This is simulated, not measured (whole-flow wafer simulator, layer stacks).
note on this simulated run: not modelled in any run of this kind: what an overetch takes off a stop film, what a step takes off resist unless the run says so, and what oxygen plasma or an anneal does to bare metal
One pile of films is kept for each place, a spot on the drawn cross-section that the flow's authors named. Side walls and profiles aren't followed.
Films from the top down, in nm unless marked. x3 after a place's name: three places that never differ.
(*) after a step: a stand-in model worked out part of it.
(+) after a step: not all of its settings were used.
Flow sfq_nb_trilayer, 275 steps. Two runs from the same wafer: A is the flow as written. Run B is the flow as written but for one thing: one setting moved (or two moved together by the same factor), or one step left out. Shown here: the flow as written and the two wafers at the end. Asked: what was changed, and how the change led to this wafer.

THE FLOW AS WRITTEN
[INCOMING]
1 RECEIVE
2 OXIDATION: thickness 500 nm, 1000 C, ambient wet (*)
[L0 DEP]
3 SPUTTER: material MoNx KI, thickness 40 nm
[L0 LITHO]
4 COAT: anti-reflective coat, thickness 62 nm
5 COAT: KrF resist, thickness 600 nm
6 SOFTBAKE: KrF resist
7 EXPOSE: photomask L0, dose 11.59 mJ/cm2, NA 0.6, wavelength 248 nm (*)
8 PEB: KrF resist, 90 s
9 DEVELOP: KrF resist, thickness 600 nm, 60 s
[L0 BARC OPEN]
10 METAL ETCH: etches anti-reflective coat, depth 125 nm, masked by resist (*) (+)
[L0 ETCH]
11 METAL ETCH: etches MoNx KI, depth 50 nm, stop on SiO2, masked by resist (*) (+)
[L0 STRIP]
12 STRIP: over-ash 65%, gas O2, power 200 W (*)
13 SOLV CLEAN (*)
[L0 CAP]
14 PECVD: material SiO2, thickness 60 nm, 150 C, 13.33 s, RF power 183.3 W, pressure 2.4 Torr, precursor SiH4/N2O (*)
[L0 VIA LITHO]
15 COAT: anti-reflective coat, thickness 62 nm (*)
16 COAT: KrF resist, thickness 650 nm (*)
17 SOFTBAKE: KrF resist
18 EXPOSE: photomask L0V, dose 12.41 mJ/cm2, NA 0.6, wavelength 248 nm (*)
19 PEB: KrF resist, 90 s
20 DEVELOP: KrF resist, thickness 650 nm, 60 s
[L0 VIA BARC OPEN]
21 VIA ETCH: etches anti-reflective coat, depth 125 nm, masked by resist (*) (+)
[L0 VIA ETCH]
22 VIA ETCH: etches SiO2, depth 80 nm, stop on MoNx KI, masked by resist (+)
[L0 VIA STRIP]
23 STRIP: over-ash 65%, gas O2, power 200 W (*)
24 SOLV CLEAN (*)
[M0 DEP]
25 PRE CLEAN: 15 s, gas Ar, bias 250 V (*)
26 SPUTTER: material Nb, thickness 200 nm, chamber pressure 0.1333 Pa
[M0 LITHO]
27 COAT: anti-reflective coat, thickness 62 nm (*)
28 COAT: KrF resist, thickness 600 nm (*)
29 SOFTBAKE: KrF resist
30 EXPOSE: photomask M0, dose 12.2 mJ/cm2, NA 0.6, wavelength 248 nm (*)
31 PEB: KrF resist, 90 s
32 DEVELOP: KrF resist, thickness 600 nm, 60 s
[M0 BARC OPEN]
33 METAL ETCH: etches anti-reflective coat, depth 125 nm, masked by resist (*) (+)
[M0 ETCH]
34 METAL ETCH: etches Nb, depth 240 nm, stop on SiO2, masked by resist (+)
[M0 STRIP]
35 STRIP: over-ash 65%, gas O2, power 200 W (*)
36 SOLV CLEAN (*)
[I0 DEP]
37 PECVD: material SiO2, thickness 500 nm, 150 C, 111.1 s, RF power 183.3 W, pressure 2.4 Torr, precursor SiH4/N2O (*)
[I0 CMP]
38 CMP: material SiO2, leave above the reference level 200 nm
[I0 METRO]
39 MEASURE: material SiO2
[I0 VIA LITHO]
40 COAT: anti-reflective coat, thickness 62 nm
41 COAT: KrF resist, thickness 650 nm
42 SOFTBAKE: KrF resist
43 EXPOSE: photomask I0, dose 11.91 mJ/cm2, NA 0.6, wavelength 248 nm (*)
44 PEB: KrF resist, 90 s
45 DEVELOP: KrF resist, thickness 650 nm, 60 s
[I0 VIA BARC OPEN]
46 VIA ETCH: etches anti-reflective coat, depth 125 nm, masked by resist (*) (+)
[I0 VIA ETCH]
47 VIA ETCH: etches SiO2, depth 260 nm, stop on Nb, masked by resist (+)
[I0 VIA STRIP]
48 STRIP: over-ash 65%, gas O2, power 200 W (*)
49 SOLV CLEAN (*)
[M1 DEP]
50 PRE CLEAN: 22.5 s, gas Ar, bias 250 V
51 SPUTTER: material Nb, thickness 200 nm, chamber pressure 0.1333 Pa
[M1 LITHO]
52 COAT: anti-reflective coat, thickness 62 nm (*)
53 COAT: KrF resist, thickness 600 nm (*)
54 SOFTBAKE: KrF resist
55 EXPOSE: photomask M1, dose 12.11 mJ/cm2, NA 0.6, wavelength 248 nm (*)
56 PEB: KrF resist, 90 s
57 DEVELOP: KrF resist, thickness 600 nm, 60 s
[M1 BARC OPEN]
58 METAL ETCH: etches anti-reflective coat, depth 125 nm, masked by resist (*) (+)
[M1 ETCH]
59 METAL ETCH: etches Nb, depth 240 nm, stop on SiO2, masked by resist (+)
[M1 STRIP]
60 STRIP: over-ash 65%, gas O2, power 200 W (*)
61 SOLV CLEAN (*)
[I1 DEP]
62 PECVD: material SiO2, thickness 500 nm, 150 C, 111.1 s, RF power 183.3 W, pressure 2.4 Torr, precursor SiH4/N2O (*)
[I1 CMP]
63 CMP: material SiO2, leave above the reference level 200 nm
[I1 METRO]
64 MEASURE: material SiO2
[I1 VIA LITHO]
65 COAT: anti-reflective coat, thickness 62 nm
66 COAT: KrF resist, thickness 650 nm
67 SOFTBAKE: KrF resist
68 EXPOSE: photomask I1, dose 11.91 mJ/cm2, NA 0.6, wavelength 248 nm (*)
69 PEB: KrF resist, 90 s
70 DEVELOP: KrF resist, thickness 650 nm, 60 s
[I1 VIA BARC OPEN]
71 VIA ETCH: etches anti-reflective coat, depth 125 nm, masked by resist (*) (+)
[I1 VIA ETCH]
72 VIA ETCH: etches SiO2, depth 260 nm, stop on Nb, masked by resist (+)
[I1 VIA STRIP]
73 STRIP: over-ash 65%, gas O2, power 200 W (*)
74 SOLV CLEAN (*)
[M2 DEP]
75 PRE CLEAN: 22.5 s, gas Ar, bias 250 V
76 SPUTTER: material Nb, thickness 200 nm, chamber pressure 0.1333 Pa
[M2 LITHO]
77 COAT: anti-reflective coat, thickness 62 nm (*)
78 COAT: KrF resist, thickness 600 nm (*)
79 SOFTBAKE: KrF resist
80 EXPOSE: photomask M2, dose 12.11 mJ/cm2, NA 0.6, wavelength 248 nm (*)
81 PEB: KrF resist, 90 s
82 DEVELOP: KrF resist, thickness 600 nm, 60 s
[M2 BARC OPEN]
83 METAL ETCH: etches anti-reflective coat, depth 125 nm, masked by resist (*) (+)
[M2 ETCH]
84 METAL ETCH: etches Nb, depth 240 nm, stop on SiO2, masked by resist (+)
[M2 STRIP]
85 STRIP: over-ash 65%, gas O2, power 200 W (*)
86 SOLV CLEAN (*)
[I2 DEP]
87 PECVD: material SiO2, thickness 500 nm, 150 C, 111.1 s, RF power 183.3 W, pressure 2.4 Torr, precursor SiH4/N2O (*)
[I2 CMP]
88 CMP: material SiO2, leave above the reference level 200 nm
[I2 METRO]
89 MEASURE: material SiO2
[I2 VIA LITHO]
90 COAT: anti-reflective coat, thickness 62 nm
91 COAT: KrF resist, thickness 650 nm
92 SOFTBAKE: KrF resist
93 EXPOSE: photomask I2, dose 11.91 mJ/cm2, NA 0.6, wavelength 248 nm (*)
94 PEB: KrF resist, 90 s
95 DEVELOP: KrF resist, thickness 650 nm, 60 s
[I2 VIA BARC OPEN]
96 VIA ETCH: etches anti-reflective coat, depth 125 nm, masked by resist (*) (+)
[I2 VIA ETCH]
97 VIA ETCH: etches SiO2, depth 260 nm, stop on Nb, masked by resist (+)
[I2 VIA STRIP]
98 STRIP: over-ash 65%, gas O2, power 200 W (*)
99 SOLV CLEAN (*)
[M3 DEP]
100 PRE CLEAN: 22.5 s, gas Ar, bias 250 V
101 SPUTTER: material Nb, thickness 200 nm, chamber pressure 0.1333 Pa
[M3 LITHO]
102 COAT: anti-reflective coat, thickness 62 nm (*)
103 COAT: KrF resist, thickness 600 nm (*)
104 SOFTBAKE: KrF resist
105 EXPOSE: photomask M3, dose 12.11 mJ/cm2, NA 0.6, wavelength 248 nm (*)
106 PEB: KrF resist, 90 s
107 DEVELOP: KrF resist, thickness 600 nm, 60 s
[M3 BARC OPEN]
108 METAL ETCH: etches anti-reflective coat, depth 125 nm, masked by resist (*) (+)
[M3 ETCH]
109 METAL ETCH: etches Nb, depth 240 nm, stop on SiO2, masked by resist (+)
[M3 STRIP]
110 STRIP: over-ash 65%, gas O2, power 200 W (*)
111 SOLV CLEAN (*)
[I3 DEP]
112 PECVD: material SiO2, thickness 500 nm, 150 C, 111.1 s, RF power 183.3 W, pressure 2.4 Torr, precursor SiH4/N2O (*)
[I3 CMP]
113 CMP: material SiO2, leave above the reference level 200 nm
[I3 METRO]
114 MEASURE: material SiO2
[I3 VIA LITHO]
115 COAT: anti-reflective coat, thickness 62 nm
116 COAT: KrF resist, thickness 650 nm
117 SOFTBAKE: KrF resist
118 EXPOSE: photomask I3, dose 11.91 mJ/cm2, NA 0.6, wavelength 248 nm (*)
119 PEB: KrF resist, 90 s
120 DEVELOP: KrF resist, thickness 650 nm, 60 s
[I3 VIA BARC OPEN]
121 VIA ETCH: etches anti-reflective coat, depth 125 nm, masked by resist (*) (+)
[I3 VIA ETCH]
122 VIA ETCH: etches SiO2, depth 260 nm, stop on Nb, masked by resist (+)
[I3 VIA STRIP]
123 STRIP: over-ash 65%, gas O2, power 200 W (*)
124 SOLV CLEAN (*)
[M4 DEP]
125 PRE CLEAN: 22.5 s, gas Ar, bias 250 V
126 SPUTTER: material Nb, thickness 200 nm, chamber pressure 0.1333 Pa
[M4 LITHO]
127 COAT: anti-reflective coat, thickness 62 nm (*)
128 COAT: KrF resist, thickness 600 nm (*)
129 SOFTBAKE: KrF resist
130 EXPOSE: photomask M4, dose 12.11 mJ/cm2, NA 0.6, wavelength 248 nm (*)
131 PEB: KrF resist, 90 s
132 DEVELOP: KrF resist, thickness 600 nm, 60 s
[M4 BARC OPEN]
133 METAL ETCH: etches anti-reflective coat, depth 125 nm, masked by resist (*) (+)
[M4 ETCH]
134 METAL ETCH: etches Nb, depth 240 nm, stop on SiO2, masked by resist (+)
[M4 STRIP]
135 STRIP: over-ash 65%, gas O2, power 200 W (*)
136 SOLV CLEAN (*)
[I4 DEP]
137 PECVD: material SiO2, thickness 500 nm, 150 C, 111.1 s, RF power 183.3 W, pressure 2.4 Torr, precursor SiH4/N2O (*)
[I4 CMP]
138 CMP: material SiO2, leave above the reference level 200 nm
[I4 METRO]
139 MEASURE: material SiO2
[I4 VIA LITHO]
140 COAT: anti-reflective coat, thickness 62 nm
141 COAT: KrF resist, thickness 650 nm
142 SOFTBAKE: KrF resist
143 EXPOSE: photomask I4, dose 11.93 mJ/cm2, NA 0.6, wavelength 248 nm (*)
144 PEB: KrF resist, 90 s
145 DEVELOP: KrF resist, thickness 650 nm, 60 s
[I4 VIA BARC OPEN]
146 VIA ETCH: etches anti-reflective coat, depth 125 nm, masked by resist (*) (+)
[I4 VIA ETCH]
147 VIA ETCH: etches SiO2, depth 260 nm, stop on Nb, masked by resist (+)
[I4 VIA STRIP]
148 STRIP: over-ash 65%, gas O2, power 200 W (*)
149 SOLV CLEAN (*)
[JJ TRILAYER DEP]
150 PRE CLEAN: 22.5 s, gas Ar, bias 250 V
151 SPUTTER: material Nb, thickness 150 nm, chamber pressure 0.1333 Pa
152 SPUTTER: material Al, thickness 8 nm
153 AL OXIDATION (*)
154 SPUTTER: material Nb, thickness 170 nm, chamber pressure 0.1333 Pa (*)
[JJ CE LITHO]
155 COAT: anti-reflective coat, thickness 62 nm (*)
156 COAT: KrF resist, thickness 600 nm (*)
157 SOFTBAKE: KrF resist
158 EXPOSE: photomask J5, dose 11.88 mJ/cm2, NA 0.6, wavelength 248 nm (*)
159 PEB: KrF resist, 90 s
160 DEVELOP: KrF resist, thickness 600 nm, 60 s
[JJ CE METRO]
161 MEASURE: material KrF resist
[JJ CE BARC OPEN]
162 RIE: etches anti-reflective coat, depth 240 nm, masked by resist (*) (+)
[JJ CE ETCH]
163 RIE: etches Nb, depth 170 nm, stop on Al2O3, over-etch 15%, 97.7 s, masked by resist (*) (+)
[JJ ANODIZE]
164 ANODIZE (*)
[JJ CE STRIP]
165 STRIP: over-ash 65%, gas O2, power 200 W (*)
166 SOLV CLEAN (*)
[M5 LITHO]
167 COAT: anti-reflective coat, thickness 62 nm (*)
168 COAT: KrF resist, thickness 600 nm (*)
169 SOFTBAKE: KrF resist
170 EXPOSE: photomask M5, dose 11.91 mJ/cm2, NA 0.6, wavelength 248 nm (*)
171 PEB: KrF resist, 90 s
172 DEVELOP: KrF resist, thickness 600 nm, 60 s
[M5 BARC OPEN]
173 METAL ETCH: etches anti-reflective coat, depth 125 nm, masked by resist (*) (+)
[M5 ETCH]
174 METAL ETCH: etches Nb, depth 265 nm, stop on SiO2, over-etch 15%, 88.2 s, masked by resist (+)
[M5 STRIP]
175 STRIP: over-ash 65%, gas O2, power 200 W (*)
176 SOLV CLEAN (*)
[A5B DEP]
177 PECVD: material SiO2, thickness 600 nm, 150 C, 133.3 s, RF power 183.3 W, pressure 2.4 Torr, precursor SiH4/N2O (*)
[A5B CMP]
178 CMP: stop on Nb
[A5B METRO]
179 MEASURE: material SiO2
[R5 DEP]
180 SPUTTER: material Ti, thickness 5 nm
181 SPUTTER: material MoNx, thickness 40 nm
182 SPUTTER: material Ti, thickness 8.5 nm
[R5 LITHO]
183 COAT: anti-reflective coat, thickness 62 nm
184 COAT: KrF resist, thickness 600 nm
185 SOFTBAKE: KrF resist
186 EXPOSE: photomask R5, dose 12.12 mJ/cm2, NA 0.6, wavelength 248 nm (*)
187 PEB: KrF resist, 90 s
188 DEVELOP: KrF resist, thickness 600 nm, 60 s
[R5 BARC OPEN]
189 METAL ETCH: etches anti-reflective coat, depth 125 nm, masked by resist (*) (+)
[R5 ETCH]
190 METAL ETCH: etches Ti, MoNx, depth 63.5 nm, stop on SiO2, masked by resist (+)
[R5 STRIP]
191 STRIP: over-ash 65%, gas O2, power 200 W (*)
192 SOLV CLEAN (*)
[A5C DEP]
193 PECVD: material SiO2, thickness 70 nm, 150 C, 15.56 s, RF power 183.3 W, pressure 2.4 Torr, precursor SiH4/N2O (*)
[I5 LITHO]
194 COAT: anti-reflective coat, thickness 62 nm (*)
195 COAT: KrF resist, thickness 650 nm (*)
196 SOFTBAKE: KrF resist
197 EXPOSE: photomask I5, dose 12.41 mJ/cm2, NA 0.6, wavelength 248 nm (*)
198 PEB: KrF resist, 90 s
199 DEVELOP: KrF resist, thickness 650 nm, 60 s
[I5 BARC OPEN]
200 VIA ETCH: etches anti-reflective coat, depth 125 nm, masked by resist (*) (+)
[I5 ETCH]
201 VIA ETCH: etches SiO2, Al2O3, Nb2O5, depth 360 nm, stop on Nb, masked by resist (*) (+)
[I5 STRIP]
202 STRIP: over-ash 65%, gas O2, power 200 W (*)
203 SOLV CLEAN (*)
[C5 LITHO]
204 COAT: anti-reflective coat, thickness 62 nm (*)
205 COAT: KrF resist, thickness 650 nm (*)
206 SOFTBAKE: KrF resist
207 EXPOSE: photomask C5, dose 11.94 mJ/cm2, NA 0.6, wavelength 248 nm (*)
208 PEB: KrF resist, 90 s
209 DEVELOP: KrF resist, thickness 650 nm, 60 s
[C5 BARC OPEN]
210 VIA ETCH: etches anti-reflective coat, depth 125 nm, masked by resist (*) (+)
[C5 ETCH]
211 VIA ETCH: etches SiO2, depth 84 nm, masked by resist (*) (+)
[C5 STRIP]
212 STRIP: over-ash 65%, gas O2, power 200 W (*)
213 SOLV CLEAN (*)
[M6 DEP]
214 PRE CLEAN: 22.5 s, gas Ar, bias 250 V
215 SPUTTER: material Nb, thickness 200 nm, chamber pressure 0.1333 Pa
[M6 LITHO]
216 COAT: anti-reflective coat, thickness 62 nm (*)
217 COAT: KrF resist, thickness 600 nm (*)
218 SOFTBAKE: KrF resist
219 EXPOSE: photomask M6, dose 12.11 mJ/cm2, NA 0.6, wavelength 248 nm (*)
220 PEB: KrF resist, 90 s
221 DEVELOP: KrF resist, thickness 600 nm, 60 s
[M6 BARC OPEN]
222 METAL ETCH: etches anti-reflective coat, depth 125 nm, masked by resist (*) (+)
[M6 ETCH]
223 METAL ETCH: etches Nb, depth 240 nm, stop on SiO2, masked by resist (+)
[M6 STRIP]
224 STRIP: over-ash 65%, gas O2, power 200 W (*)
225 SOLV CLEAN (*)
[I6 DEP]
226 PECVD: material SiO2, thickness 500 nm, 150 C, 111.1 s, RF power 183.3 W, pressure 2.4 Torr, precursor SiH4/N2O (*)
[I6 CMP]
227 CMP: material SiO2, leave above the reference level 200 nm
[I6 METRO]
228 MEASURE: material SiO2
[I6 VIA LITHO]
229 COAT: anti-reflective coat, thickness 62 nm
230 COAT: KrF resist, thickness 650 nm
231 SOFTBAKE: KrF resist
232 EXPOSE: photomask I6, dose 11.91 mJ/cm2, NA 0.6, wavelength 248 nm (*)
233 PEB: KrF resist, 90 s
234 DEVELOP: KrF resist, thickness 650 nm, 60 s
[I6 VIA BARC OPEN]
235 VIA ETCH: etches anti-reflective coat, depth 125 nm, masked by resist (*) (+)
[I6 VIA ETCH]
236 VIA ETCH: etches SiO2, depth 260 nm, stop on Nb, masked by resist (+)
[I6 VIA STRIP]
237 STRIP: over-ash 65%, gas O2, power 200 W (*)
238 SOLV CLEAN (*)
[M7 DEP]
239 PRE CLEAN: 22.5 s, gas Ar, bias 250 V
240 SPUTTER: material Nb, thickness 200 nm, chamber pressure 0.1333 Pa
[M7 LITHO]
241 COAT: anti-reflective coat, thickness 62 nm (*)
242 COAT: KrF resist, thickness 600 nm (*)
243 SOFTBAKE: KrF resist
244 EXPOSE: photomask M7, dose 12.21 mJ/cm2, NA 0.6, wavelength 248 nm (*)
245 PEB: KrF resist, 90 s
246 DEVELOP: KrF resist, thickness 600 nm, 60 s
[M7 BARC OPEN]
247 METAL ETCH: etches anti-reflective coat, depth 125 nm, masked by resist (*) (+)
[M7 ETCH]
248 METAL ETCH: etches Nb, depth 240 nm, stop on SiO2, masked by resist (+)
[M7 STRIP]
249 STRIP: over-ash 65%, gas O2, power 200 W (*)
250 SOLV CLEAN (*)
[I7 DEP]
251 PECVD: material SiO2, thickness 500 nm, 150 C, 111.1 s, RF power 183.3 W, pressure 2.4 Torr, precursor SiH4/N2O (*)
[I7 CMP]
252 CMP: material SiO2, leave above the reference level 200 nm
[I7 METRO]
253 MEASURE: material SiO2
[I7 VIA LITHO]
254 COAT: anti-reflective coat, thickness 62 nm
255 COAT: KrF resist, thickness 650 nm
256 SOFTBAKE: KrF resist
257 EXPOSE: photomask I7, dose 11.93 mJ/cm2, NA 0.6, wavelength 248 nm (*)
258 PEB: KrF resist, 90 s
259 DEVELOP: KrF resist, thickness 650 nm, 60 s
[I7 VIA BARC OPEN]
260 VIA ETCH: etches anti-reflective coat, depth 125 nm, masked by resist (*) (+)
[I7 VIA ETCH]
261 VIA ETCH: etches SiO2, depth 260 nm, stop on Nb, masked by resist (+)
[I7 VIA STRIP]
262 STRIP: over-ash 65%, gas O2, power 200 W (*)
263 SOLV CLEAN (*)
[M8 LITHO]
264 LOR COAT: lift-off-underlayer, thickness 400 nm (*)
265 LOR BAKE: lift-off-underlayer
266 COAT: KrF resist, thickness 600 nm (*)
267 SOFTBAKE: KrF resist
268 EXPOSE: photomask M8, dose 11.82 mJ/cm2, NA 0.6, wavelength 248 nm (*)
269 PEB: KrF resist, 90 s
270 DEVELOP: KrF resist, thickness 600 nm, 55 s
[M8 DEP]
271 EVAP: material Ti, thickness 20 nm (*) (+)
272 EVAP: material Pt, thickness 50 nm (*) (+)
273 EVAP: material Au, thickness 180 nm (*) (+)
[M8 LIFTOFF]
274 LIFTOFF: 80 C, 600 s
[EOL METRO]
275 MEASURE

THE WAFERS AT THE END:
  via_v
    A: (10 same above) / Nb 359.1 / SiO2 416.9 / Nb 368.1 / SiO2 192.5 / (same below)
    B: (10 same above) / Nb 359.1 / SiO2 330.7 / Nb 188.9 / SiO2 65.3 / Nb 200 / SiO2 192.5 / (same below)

The cause: step 72, VIA ETCH: depth 127 nm was run, where the flow has depth 260 nm.

How the change led to this, step by step:
  72 VIA ETCH: etches SiO2, depth 260 nm, stop on Nb, masked by resist (+)
      via_v: A SiO2 -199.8 (all of it) | B SiO2 -127
      field_l, v_sur, via_wl and 102 more: A KrF resist -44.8 | B KrF resist -21.9
  73 STRIP: over-ash 65%, gas O2, power 200 W (*)
      field_l, v_sur, via_wl and 102 more: A KrF resist -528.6 (all of it), anti-reflective coat -62 (all of it) | B KrF resist -551.5 (all of it), anti-reflective coat -62 (all of it)
  75 PRE CLEAN: 22.5 s, gas Ar, bias 250 V
      via_v: A Nb -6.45 | B SiO2 -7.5
  76 SPUTTER: material Nb, thickness 200 nm, chamber pressure 0.1333 Pa
      via_v: A Nb +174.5 | B Nb +188.9 (new film)
  77 COAT: anti-reflective coat, thickness 62 nm (*)
      via_sp: A anti-reflective coat +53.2 (new film) | B anti-reflective coat +54.6 (new film)
      via_v: A anti-reflective coat +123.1 (new film) | B anti-reflective coat +107.1 (new film)
      (and at 1 more place)
  78 COAT: KrF resist, thickness 600 nm (*)
      via_v: A KrF resist +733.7 (new film) | B KrF resist +675.1 (new film)
  85 STRIP: over-ash 65%, gas O2, power 200 W (*)
      via_sp: A KrF resist -374.4 (all of it), anti-reflective coat -53.2 (all of it) | B KrF resist -379.2 (all of it), anti-reflective coat -54.6 (all of it)
      via_v: A KrF resist -515.8 (all of it), anti-reflective coat -123.1 (all of it) | B KrF resist -457.3 (all of it), anti-reflective coat -107.1 (all of it)
      (and at 1 more place)
  87 PECVD: material SiO2, thickness 500 nm, 150 C, 111.1 s, RF power 183.3 W, pressure 2.4 Torr, precursor SiH4/N2O (*)
      via_v: A SiO2 +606 (new film) | B SiO2 +500 (new film)
  88 CMP: material SiO2, leave above the reference level 200 nm
      via_v: A SiO2 -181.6 | B SiO2 -161.8
Counting metal films that touch as one body, via_v has 7 bodies (between them, from the top down: SiO2 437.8; SiO2 209 / Al2O3 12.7 / Nb2O5 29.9; SiO2 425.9; SiO2 330.7; SiO2 65.3; SiO2 192.5); the flow as written gives 6 bodies (between them, from the top down: SiO2 437.8; SiO2 209 / Al2O3 12.7 / Nb2O5 29.9; SiO2 425.9; SiO2 416.9; SiO2 192.5).
